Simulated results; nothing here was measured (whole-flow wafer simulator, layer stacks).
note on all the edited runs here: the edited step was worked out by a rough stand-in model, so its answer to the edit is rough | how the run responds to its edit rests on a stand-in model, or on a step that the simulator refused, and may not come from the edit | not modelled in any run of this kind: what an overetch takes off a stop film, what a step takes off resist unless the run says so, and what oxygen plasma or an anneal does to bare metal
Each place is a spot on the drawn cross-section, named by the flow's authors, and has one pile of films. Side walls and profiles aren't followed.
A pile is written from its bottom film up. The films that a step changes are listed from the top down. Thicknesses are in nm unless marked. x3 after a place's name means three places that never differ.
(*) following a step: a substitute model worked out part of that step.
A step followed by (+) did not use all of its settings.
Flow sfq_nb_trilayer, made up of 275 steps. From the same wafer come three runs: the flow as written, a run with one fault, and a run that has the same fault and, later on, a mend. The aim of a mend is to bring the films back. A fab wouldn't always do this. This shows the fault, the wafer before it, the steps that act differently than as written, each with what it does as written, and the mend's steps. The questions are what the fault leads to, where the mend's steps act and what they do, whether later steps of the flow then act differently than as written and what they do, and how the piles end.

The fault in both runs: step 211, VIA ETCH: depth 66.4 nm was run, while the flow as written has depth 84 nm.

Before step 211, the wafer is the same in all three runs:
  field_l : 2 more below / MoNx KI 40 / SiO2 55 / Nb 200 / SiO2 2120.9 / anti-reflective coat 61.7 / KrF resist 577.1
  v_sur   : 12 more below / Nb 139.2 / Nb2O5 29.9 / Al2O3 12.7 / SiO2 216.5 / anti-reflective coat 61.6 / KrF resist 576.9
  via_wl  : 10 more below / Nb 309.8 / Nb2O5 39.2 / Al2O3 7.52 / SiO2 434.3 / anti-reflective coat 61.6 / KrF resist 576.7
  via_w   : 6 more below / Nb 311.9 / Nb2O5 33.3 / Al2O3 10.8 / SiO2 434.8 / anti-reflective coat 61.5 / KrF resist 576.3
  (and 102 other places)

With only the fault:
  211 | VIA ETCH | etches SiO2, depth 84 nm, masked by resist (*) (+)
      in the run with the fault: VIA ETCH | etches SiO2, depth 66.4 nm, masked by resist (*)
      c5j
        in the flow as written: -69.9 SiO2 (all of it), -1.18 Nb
        in the run with the fault: -66.4 SiO2
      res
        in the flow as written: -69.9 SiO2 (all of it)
        in the run with the fault: -66.4 SiO2
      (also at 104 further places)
  Steps later in the flow that act otherwise than as written (8 more steps, not shown, differ only slightly: by at most 2% or 0.5 nm, whichever is larger):
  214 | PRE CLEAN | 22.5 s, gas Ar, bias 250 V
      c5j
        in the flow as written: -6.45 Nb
        in the run with the fault: -3.49 SiO2 (all of it), -3.9 Nb
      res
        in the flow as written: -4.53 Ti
        in the run with the fault: -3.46 SiO2 (all of it), -3.31 Ti
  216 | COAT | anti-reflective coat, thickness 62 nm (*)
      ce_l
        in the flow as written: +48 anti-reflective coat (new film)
        in the run with the fault: +49 anti-reflective coat (new film)
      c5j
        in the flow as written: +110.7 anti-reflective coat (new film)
        in the run with the fault: +108 anti-reflective coat (new film)
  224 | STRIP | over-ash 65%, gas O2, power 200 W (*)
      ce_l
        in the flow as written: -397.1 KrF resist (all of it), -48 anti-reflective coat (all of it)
        in the run with the fault: -396.5 KrF resist (all of it), -49 anti-reflective coat (all of it)
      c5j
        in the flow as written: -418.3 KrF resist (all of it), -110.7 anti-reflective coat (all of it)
        in the run with the fault: -416.3 KrF resist (all of it), -108 anti-reflective coat (all of it)
  The piles end different from the flow's at res by more than 2% or 0.5 nm, whichever is larger.
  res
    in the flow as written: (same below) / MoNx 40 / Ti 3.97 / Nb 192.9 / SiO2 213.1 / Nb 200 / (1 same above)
    in the run with the fault: (same below) / MoNx 40 / Ti 5.19 / Nb 193.1 / SiO2 211.7 / Nb 200 / (1 same above)

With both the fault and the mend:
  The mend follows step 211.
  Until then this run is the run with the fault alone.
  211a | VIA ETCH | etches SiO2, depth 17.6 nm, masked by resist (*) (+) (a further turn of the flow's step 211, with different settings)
      field_l, v_sur, via_wl and 101 more
        -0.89 KrF resist
      c5j
        -3.49 SiO2 (all of it), -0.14 Nb
      res
        -3.46 SiO2 (all of it)
  Every later step of the flow that is run acts as written, at every place that is followed, to within 2% or 0.5 nm, whichever is larger.
  The piles end only slightly different from the flow's at the places that both follow, by no more than 2% or 0.5 nm, whichever is larger.
